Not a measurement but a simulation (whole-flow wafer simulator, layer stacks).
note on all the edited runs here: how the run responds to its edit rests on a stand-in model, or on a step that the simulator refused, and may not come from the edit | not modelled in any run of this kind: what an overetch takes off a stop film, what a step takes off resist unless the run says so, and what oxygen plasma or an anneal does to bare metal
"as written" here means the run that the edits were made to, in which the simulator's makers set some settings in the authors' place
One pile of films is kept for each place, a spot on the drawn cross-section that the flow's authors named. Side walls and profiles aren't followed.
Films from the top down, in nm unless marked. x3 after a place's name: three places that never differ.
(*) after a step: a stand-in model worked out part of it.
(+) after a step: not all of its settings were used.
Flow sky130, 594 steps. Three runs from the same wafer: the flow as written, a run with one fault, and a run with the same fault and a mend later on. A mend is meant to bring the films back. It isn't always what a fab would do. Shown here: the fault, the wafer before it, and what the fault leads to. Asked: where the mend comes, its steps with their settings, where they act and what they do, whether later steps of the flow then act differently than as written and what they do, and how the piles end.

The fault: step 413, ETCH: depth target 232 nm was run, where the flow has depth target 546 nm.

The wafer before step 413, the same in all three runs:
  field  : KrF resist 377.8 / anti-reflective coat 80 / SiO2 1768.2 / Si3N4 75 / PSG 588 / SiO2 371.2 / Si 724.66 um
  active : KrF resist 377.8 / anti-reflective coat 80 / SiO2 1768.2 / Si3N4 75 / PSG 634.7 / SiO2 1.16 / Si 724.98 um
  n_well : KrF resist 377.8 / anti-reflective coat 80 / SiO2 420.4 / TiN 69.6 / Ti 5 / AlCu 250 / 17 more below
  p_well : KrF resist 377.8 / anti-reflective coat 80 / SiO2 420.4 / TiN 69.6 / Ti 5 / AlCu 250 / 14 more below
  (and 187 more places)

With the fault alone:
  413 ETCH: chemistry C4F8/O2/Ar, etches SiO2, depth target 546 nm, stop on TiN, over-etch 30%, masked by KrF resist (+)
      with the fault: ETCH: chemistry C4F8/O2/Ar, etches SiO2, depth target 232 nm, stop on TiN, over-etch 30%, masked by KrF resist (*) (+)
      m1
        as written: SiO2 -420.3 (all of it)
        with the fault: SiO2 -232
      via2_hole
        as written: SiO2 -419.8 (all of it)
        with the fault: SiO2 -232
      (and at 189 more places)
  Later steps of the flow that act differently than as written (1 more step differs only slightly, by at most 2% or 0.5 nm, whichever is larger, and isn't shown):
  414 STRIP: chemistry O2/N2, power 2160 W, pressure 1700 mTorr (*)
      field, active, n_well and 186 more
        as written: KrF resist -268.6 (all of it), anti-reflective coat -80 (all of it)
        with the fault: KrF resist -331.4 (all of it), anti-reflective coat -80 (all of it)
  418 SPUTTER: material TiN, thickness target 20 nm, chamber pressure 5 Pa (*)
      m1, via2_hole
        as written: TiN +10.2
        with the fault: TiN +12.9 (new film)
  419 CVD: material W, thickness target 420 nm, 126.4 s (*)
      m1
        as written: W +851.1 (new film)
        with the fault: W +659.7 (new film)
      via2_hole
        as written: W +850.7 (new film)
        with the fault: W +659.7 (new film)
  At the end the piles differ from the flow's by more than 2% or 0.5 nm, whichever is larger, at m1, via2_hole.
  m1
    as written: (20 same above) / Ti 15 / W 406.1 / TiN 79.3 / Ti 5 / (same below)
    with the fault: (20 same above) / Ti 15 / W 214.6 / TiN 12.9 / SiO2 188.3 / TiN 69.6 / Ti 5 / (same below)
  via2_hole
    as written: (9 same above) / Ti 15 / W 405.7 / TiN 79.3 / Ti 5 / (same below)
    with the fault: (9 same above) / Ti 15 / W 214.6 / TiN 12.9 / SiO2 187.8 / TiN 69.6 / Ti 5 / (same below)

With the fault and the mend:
  The mend comes after step 413.
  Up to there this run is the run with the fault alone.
  413a ETCH: chemistry C4F8/O2/Ar, etches SiO2, depth target 314 nm, stop on TiN, over-etch 30%, masked by KrF resist (+) (the flow's step 413 once more, with other settings)
      field, active, n_well and 186 more
        KrF resist -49
      m1
        SiO2 -188.3 (all of it)
      via2_hole
        SiO2 -187.8 (all of it)
  Later steps of the flow that act differently than as written:
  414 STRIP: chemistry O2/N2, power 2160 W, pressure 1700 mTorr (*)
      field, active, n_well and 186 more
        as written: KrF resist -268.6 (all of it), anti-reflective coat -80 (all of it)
        with the mend: KrF resist -282.5 (all of it), anti-reflective coat -80 (all of it)
  At the end the piles are the same as the flow's at every place that both follow.
